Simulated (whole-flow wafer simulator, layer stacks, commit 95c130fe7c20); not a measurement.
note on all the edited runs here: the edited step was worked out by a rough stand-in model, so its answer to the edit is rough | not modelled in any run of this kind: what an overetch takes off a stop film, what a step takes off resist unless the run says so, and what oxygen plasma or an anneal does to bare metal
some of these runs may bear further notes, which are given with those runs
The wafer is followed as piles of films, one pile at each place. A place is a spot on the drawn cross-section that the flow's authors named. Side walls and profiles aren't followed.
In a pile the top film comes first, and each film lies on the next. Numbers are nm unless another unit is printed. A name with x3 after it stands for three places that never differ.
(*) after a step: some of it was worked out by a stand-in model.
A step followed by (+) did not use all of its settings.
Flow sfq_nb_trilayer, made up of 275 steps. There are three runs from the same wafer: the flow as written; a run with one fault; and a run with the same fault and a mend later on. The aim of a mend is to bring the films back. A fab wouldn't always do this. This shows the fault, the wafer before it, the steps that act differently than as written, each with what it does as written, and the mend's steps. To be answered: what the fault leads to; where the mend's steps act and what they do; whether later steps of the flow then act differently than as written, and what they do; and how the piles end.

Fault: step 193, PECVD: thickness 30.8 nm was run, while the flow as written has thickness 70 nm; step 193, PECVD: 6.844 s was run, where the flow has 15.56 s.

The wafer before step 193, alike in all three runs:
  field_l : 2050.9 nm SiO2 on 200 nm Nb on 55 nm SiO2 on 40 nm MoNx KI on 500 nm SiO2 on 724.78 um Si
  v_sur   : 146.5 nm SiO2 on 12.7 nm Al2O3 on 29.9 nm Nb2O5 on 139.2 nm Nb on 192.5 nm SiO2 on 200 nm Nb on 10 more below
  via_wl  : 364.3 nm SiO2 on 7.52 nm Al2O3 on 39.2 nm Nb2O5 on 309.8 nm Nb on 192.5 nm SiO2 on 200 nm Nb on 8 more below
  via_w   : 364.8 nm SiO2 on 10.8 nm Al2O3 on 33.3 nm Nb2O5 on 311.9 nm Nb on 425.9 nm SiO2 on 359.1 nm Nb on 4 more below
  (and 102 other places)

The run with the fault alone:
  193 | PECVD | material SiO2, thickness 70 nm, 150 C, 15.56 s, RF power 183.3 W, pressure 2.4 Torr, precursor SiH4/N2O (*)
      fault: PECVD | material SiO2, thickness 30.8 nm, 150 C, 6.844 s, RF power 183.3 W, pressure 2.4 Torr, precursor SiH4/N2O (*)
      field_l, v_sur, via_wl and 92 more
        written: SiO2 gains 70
        fault: SiO2 gains 30.8
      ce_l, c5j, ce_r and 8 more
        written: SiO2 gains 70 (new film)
        fault: SiO2 gains 30.8 (new film)
  Steps later in the flow that act otherwise than as written (8 more steps, not shown, differ only slightly: by at most 2% or 0.5 nm, whichever is larger):
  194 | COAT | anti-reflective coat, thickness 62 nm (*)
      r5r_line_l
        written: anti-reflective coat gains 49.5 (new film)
        fault: anti-reflective coat gains 48.5 (new film)
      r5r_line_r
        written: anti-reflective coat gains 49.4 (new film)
        fault: anti-reflective coat gains 48.4 (new film)
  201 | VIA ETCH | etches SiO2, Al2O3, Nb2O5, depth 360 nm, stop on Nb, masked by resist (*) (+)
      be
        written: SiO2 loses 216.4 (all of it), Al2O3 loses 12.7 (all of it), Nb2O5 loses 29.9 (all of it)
        fault: SiO2 loses 177.2 (all of it), Al2O3 loses 12.7 (all of it), Nb2O5 loses 29.9 (all of it)
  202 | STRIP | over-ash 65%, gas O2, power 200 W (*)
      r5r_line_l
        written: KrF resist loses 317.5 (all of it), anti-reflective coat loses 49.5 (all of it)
        fault: KrF resist loses 317.1 (all of it), anti-reflective coat loses 48.5 (all of it)
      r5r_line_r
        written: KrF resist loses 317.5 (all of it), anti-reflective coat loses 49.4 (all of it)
        fault: KrF resist loses 317.3 (all of it), anti-reflective coat loses 48.4 (all of it)
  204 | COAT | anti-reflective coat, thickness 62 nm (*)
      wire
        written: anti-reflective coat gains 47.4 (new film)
        fault: anti-reflective coat gains 48.6 (new film)
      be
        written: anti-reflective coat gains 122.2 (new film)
        fault: anti-reflective coat gains 116.4 (new film)
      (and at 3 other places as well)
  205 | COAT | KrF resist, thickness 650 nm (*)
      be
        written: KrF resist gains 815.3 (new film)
        fault: KrF resist gains 787.2 (new film)
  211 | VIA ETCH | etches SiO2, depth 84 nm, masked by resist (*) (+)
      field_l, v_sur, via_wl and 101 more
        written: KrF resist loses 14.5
        fault: KrF resist loses 7.93
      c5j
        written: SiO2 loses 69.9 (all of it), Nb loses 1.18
        fault: SiO2 loses 30.7 (all of it), Nb loses 1.27
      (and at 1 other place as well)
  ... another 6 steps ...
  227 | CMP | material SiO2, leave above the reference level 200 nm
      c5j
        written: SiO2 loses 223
        fault: SiO2 loses 256.9
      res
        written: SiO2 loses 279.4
        fault: SiO2 loses 325.7
  The piles end different from the flow's at v_sur, via_wl, via_w and 79 more by more than 2% or 0.5 nm, whichever is larger.
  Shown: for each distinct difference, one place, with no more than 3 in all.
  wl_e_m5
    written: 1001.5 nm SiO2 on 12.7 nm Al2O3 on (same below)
    fault: 962.3 nm SiO2 on 12.7 nm Al2O3 on (same below)
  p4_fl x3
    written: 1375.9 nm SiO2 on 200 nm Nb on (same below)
    fault: 1336.7 nm SiO2 on 200 nm Nb on (same below)
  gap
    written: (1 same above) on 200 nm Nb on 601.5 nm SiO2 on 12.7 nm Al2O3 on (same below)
    fault: (1 same above) on 200 nm Nb on 562.3 nm SiO2 on 12.7 nm Al2O3 on (same below)

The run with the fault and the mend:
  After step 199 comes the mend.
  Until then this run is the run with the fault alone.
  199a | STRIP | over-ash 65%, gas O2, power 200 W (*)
      p4_fl x3, p4_w1 x9, p4_g1 x2 and 33 more
        KrF resist loses 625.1 (all of it), anti-reflective coat loses 62 (all of it)
      wl_b_m5, wl_b_sr, wl_c_sl and 12 more
        KrF resist loses 625 (all of it), anti-reflective coat loses 62 (all of it)
      v_sur, via_wl, via_w
        KrF resist loses 625.7 (all of it), anti-reflective coat loses 62.2 (all of it)
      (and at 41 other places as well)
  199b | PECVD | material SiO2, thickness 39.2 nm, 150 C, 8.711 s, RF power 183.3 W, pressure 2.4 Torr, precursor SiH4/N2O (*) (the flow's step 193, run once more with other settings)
      field_l, v_sur, via_wl and 103 more
        SiO2 gains 39.2
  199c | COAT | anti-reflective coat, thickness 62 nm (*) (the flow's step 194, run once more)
      p4_fl x3, p4_w1 x9, p4_g1 x2 and 50 more
        anti-reflective coat gains 62 (new film)
      via_wr, via_sp, via_v, wire, lsp_r, l0_sur, l0v
        anti-reflective coat gains 62.3 (new film)
      be, be_sur, gap, lsp_m, ln_m6
        anti-reflective coat gains 62.4 (new film)
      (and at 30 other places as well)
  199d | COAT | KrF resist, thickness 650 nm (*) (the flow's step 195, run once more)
      p4_fl x3, p4_w1 x9, p4_g1 x2 and 33 more
        KrF resist gains 650 (new film)
      wl_b_m5, wl_b_sr, wl_c_sl and 12 more
        KrF resist gains 649.9 (new film)
      v_sur, via_wl, via_w
        KrF resist gains 650.6 (new film)
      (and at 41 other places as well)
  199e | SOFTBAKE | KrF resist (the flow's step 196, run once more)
      does not change any film at any place that is followed
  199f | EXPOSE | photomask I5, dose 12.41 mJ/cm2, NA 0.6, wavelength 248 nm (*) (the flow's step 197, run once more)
      does not change any film at any place that is followed
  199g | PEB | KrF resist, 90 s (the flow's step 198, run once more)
      field_l, v_sur, via_wl and 87 more
        KrF resist loses 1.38
      jj_sur, ce_l, sp_r, moat, field_r, wl_jj
        KrF resist loses 1.39
      be_r, r_sur, res, r_end
        KrF resist loses 1.33
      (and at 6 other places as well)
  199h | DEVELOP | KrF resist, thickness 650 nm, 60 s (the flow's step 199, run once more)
      field_l, v_sur, via_wl and 102 more
        KrF resist loses 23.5
      be
        KrF resist loses 649.8 (all of it)
  None of the later steps of the flow differs from how it acts as written, at any place that is followed, by more than 2% or 0.5 nm, whichever is larger.
  By the end, the piles equal the flow's at every place that both follow.
